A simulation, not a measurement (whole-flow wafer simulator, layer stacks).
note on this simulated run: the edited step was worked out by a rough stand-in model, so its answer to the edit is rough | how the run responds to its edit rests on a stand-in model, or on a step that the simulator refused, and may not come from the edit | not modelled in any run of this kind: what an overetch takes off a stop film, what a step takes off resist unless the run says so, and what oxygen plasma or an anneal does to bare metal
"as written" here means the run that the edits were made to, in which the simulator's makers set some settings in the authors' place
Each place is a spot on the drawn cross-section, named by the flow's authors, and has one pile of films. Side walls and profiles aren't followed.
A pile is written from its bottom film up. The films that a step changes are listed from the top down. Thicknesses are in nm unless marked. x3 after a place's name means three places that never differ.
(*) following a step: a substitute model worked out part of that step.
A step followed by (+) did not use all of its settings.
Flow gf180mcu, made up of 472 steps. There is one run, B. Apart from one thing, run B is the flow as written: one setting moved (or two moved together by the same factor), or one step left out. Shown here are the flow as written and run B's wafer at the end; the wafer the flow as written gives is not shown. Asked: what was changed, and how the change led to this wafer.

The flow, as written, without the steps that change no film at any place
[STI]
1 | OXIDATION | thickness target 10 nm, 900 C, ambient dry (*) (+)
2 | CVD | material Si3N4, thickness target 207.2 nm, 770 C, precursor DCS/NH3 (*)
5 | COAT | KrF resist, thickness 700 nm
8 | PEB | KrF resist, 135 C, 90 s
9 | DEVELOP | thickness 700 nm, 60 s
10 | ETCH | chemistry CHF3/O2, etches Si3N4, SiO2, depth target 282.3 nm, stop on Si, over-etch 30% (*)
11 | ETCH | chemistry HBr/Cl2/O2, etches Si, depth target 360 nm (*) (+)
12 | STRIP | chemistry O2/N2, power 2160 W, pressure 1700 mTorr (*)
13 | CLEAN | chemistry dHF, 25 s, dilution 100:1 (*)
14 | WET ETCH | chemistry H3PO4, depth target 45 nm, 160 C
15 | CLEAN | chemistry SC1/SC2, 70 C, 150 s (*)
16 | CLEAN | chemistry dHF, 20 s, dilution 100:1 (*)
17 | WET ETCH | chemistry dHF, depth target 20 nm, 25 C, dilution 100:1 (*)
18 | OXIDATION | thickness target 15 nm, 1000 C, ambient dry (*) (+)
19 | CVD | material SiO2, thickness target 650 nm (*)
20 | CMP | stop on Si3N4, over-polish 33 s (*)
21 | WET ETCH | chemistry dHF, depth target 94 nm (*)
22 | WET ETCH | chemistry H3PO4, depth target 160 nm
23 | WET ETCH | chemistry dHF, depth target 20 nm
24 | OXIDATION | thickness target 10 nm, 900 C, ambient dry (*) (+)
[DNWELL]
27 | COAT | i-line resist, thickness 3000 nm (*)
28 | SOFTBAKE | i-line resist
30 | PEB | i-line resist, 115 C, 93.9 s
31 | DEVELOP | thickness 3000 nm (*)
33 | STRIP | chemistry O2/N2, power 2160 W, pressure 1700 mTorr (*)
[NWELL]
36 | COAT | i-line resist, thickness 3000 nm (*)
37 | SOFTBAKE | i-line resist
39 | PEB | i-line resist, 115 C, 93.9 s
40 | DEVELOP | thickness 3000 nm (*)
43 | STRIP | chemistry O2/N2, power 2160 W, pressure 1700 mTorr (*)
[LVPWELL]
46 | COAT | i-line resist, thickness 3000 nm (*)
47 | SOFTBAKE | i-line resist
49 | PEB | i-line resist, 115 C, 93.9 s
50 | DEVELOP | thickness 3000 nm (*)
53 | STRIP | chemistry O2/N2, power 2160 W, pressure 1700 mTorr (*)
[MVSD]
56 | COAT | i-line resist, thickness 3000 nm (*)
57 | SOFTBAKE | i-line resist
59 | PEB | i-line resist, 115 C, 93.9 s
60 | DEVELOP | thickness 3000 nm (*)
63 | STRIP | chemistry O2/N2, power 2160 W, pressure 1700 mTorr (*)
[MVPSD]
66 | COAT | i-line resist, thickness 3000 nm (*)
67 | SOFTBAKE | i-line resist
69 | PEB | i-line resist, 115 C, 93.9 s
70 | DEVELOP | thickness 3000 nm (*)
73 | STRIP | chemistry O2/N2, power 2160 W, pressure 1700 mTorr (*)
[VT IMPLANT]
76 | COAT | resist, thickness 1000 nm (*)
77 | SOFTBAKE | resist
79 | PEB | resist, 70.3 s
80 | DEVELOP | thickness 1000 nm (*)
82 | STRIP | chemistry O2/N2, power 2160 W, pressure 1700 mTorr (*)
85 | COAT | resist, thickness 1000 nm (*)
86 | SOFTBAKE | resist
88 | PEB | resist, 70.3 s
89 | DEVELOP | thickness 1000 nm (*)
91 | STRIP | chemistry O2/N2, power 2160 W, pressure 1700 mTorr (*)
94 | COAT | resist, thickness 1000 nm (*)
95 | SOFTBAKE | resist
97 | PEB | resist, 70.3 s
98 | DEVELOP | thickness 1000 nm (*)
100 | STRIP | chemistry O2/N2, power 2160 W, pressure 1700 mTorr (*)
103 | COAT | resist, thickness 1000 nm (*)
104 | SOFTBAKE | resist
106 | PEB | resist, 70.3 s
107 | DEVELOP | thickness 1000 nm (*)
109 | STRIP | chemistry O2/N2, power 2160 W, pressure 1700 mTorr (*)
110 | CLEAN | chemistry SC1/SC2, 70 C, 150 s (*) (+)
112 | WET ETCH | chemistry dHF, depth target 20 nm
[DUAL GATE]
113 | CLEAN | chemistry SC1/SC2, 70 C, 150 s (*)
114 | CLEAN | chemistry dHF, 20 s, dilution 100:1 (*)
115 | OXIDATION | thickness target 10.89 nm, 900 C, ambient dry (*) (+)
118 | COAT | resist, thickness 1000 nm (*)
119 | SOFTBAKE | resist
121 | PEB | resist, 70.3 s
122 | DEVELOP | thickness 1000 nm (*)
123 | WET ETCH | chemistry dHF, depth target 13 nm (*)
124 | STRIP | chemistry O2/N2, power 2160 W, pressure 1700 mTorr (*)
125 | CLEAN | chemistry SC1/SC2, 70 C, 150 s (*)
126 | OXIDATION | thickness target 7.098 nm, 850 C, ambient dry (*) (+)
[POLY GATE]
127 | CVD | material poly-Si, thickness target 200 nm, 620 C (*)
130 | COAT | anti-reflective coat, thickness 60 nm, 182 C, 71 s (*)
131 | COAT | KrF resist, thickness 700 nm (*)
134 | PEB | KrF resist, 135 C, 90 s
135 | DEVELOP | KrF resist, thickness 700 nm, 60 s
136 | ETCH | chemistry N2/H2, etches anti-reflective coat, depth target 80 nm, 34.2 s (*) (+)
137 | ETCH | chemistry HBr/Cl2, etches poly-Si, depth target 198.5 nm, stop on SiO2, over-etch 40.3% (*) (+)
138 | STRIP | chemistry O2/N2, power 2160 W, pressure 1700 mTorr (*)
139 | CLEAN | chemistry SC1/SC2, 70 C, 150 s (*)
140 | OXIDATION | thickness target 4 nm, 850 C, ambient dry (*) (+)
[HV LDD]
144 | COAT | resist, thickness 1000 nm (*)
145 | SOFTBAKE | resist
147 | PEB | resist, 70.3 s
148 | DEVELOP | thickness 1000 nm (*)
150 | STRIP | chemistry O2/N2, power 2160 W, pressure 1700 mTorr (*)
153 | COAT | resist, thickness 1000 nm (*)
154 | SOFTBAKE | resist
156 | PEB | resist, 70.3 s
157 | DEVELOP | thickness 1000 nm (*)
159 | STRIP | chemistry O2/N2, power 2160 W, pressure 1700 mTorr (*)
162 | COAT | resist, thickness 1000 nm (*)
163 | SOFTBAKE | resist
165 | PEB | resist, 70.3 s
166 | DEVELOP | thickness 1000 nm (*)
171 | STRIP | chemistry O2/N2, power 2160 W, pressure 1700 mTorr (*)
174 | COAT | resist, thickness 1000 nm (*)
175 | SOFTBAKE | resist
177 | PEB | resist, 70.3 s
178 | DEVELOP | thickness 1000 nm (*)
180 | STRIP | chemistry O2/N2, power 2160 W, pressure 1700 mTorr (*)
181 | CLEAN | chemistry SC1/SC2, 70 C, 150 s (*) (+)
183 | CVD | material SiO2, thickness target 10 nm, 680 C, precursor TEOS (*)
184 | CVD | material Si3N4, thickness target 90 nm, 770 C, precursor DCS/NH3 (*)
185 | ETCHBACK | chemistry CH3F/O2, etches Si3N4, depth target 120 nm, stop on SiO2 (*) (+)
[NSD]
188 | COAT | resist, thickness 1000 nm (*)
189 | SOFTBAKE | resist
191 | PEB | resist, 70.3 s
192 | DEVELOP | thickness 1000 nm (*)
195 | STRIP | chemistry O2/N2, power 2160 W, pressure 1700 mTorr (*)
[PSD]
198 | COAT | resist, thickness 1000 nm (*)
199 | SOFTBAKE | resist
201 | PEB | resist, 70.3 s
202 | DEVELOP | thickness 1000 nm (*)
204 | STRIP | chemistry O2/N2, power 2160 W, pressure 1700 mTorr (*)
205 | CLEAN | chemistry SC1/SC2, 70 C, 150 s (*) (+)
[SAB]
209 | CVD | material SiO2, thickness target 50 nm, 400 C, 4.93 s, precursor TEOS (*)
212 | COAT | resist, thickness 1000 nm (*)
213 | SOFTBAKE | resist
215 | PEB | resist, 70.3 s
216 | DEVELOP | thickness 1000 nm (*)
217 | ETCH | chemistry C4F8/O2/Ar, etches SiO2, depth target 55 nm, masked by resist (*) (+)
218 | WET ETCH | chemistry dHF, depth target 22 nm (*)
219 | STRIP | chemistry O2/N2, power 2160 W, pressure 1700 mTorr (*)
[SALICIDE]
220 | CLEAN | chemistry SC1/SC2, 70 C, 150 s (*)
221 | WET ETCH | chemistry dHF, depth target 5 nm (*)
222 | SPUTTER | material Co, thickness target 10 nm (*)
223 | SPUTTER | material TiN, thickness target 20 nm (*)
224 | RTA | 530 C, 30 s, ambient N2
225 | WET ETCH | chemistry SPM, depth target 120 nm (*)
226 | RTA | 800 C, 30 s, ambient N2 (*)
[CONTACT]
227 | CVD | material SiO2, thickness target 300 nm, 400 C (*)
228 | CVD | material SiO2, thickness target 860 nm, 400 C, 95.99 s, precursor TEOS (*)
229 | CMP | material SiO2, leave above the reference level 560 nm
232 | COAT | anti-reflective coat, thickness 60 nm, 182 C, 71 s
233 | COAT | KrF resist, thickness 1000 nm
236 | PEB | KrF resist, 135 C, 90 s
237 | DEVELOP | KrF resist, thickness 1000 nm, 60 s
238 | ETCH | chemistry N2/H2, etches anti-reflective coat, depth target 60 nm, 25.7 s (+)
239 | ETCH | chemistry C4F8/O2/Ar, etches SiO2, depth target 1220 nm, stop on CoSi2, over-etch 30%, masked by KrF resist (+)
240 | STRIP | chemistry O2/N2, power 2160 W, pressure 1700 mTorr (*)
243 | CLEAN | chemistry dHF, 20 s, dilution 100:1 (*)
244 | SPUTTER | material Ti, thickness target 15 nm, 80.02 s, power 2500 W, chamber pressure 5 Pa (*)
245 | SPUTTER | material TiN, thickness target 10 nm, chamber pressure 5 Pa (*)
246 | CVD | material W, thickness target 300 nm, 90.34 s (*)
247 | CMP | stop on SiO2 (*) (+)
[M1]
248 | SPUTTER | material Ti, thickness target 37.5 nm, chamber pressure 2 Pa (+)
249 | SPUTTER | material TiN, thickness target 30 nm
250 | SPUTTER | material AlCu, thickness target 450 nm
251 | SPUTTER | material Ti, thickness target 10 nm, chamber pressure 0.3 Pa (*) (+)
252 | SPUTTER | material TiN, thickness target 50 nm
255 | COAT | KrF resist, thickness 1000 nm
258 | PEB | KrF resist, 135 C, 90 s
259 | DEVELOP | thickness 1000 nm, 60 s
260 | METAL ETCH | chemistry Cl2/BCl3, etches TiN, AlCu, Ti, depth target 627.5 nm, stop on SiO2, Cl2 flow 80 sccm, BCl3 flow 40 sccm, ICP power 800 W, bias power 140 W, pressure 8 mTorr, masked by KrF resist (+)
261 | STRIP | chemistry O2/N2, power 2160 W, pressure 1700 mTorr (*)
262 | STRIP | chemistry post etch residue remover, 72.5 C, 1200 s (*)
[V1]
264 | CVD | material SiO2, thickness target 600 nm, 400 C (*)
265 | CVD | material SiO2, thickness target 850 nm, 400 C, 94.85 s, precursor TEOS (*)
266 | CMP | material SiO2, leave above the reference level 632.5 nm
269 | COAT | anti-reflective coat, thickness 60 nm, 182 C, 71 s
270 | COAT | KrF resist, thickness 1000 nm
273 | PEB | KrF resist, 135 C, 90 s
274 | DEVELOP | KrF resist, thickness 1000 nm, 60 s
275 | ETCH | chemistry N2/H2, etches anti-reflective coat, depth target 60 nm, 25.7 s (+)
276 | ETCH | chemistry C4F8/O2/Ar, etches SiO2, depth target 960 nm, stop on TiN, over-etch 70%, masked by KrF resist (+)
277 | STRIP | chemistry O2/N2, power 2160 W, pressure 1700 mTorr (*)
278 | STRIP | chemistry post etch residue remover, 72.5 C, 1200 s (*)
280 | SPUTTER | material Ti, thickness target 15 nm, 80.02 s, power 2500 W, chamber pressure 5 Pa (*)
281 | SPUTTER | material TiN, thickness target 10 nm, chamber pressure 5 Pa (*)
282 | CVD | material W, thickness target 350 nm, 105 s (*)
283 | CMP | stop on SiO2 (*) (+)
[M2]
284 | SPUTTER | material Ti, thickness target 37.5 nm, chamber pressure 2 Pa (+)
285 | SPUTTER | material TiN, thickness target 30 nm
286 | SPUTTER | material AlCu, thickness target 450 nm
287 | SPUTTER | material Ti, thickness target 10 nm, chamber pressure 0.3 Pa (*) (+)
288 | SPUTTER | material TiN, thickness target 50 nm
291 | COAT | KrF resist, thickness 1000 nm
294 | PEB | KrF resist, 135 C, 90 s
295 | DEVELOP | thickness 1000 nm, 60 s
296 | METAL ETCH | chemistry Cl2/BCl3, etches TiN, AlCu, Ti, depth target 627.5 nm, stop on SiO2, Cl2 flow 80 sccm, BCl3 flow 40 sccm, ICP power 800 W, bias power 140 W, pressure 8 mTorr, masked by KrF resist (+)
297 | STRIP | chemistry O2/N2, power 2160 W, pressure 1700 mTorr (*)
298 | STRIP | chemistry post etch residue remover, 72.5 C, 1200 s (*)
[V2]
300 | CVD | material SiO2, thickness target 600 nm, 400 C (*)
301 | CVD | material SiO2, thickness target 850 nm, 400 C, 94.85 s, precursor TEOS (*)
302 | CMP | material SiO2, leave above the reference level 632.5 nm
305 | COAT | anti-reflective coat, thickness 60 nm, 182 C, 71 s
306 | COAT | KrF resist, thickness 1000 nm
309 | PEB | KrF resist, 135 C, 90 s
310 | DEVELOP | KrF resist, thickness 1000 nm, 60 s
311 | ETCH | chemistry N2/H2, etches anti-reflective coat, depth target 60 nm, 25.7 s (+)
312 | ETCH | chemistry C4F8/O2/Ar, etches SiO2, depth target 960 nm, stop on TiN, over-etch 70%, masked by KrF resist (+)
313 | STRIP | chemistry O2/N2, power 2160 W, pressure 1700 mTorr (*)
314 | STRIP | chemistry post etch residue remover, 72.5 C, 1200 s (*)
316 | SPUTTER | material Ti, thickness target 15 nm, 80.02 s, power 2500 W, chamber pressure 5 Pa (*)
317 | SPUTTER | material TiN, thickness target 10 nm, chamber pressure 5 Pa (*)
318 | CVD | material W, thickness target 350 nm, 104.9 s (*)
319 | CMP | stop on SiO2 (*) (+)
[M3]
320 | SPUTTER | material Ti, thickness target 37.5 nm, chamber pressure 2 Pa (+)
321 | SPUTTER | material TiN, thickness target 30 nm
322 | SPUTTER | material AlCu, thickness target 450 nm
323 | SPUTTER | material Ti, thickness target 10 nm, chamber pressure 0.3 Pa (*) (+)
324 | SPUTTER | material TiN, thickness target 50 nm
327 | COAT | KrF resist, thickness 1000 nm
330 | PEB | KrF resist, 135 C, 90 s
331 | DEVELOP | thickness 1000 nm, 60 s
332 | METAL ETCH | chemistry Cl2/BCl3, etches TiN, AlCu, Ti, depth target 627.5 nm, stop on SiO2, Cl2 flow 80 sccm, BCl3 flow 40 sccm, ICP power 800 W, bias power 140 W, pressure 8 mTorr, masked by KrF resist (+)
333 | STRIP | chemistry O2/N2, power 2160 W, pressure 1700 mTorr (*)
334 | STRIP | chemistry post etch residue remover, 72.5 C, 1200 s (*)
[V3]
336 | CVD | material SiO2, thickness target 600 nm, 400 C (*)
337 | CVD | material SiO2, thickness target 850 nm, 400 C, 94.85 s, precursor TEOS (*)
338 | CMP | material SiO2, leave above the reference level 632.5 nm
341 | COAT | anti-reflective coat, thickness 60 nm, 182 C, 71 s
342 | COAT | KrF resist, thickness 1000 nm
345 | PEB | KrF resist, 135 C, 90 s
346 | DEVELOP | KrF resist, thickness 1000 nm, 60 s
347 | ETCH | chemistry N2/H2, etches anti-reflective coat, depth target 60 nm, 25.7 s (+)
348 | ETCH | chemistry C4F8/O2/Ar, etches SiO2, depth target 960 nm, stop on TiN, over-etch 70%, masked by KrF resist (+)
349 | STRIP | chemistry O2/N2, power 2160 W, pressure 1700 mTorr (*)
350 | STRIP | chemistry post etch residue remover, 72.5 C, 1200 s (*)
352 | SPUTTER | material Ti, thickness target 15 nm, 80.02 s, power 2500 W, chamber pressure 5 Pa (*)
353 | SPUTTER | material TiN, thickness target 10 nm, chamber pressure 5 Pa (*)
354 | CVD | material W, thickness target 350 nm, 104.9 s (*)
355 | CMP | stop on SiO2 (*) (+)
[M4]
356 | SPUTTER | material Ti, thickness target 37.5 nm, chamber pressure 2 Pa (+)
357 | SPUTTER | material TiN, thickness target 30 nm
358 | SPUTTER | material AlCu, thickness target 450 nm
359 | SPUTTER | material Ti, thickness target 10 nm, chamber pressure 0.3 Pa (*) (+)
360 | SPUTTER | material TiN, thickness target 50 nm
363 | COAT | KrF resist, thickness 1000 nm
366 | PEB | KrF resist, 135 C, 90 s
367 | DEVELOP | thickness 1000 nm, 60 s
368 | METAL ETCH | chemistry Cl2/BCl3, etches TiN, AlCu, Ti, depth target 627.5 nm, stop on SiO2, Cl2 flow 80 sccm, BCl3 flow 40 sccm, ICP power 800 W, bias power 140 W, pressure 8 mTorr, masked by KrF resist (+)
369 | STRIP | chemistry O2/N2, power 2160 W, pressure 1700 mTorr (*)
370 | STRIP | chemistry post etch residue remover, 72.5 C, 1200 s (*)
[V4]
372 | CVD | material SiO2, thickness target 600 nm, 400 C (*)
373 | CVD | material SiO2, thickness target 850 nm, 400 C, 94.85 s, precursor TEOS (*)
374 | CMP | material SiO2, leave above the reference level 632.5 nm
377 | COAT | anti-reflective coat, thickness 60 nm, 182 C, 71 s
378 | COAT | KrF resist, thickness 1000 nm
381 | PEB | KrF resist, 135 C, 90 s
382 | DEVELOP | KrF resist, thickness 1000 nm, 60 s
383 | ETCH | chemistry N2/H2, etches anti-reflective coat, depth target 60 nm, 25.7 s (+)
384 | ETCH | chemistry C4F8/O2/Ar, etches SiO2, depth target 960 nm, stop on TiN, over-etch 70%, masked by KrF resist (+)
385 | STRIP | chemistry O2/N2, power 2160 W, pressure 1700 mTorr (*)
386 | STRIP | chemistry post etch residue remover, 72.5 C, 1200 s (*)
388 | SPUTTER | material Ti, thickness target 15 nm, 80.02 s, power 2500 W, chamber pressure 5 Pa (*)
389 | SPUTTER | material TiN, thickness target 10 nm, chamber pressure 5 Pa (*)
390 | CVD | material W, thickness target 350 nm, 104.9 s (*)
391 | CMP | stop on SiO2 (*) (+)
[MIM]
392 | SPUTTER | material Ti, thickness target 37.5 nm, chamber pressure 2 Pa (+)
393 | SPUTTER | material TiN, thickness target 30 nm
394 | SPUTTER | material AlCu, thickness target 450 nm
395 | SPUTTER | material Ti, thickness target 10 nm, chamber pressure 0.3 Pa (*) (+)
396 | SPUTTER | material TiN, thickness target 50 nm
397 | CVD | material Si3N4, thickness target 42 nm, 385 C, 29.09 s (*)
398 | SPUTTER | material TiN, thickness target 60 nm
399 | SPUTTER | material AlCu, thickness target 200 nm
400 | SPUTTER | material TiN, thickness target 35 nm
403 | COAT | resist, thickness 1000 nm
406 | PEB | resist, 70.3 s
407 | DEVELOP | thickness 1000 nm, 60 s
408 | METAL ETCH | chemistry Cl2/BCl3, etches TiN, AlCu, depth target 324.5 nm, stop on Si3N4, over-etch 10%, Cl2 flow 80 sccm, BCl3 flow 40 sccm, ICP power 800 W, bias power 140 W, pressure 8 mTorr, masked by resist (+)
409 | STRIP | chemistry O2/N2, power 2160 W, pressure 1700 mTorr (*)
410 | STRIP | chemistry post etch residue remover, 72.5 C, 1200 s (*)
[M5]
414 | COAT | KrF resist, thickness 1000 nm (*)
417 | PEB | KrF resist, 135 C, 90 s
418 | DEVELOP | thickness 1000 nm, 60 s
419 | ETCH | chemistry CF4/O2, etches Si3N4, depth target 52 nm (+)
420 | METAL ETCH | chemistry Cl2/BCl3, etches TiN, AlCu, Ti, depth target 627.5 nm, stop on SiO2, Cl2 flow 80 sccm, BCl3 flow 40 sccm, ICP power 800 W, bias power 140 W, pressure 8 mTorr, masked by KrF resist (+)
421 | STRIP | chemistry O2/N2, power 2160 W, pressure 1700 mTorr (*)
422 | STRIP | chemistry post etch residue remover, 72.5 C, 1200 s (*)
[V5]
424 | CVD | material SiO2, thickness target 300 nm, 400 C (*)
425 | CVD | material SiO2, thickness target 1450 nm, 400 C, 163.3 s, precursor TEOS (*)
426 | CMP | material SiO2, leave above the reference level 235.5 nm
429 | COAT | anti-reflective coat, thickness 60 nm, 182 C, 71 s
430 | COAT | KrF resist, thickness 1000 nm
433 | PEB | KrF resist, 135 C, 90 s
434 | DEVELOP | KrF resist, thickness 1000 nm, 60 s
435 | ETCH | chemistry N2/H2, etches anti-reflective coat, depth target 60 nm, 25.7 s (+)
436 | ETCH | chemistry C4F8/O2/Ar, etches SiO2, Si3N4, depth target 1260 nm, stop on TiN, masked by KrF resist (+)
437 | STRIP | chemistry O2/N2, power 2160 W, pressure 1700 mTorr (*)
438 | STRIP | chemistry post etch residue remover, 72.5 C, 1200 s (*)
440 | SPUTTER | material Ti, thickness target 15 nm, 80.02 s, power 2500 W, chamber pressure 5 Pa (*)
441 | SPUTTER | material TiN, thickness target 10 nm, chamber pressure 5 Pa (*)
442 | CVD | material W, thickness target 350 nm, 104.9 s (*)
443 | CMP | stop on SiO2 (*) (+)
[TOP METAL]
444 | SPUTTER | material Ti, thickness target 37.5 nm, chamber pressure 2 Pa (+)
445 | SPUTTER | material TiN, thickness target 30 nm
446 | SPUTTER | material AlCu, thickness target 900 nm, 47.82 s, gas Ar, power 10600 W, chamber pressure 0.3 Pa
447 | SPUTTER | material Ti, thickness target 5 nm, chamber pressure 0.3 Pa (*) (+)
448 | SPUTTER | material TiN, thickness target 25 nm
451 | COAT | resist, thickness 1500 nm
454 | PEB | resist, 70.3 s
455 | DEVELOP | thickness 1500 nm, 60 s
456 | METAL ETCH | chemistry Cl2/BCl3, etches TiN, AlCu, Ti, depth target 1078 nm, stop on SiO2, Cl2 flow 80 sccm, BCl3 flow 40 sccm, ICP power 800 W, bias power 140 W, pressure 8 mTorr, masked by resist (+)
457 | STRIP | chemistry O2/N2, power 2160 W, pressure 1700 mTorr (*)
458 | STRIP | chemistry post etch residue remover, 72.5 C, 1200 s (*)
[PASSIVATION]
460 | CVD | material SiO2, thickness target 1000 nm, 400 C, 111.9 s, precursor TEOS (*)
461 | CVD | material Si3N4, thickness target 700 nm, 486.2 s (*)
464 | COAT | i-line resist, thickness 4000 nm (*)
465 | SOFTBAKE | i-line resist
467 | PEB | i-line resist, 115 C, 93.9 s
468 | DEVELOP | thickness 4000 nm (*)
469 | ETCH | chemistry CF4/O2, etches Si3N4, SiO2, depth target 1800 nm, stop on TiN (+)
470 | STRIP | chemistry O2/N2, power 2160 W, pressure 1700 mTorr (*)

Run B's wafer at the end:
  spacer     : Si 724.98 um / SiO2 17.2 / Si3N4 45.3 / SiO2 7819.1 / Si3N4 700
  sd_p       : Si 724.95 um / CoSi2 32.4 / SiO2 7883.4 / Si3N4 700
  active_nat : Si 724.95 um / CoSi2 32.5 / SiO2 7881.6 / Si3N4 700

Cause: step 184, CVD: thickness target 49.5 nm was run, whereas the flow has thickness target 90 nm.

How this came from the change, step by step:
  184 | CVD | material Si3N4, thickness target 90 nm, 770 C, precursor DCS/NH3 (*)
      field, field__w1, field__w2 and 101 more: +49.5 Si3N4 (new film) (as written it would have been: +90 Si3N4 (new film))
  185 | ETCHBACK | chemistry CH3F/O2, etches Si3N4, depth target 120 nm, stop on SiO2 (*) (+)
      field, field__w1, field__w2 and 98 more: -49.5 Si3N4 (all of it), -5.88 SiO2 (as written it would have been: -90 Si3N4 (all of it), -2.5 SiO2)
      p_well, sd_n: -49.5 Si3N4 (all of it), -5.87 SiO2 (as written it would have been: -90 Si3N4 (all of it), -2.5 SiO2)
  188 | COAT | resist, thickness 1000 nm (*)
      spacer: +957 resist (new film) (as written it would have been: +920.2 resist (new film))
  189 | SOFTBAKE | resist
      ld_drn_p: nothing (as written it would have been: -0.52 resist)
      field: +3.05 resist (as written it would have been: +3.56 resist)
      (as well as at 20 more places)
  191 | PEB | resist, 70.3 s
      spacer: -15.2 resist (as written it would have been: -14.3 resist)
  192 | DEVELOP | thickness 1000 nm (*)
      spacer: -941.9 resist (all of it) (as written it would have been: -905.9 resist (all of it))
  198 | COAT | resist, thickness 1000 nm (*)
      spacer: +957 resist (new film) (as written it would have been: +920.2 resist (new film))
  199 | SOFTBAKE | resist
      ld_drn_p: nothing (as written it would have been: -0.52 resist)
      field: +3.05 resist (as written it would have been: +3.56 resist)
      (as well as at 20 more places)
  201 | PEB | resist, 70.3 s
      spacer: -15.2 resist (as written it would have been: -14.3 resist)
  204 | STRIP | chemistry O2/N2, power 2160 W, pressure 1700 mTorr (*)
      spacer: -941.8 resist (all of it) (as written it would have been: -905.9 resist (all of it))
  212 | COAT | resist, thickness 1000 nm (*)
      spacer: +956.2 resist (new film) (as written it would have been: +919.4 resist (new film))
  213 | SOFTBAKE | resist
      field__w9: +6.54 resist (as written it would have been: -3.11 resist)
      field__w5: +6.79 resist (as written it would have been: +7.65 resist)
      (as well as at 17 more places)
  215 | PEB | resist, 70.3 s
      spacer: -15.2 resist (as written it would have been: -14.3 resist)
  216 | DEVELOP | thickness 1000 nm (*)
      spacer: -941 resist (all of it) (as written it would have been: -905.1 resist (all of it))
  218 | WET ETCH | chemistry dHF, depth target 22 nm (*)
      gate, gate_hv, gate_p and 23 more: -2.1 SiO2 (all of it) (as written it would have been: -5.48 SiO2 (all of it))
      active, p_well, sd_n, iso_ptap_pw, iso_ntap_nw, iso_ptap_sub, vpnp_e: -5.64 SiO2 (all of it) (as written it would have been: -9.01 SiO2 (all of it))
      (as well as at 16 more places)
  222 | SPUTTER | material Co, thickness target 10 nm (*)
      field__w2: +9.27 Co (new film) (as written it would have been: +8.65 Co (new film))
      field__w3: +8.89 Co (new film) (as written it would have been: +8.06 Co (new film))
      (as well as at 4 more places)
  ... 4 other steps ...
  229 | CMP | material SiO2, leave above the reference level 560 nm
      spacer: -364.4 SiO2 (as written it would have been: -404.9 SiO2)
